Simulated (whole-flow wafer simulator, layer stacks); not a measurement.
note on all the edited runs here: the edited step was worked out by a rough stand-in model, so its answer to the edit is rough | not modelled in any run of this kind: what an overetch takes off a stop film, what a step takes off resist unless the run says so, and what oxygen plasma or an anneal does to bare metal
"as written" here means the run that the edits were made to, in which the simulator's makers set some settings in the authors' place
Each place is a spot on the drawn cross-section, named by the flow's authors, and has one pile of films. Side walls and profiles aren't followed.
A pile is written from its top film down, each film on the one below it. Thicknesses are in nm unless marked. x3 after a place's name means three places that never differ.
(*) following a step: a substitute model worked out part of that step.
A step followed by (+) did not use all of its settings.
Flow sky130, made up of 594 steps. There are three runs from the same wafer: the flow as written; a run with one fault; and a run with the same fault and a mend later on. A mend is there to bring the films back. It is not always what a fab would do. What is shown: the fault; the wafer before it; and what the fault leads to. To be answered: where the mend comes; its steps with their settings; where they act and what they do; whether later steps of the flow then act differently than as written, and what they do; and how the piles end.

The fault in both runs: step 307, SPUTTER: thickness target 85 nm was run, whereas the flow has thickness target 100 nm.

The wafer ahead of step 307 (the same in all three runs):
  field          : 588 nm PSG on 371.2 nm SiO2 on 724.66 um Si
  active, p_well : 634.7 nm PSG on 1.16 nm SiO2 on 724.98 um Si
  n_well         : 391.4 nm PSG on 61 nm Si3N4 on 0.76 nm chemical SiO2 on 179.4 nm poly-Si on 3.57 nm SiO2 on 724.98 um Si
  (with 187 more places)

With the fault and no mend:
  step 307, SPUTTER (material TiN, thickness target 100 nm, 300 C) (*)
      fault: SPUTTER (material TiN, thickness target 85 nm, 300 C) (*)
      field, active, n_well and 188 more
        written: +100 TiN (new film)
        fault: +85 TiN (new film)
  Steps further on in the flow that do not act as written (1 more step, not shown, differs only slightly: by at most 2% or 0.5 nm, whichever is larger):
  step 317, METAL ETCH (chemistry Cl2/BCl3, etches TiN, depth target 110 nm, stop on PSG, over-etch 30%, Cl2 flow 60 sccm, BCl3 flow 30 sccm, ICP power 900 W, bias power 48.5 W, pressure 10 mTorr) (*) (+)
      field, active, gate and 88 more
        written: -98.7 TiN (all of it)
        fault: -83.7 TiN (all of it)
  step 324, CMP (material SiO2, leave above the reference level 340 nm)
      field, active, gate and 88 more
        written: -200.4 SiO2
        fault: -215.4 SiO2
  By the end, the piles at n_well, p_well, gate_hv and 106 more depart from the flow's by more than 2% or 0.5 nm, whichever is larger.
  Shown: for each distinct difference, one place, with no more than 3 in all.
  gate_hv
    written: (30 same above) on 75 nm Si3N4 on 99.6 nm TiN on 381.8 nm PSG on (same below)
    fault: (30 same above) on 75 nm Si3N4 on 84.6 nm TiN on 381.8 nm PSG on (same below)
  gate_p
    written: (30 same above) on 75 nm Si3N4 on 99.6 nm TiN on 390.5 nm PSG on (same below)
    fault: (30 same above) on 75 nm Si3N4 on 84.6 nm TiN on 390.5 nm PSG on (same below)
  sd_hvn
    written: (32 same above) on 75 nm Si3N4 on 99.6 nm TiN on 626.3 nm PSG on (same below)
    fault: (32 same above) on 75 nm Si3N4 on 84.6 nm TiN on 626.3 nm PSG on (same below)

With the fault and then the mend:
  After step 307 comes the mend.
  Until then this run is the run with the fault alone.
  step 307a, SPUTTER (material TiN, thickness target 15 nm, 300 C) (*) (a further turn of the flow's step 307, with different settings)
      field, active, n_well and 188 more
        +15 TiN
  Every later step of the flow that is run acts as written, at every place that is followed, to within 2% or 0.5 nm, whichever is larger.
  At every place that both follow, the piles at the end match the flow's.
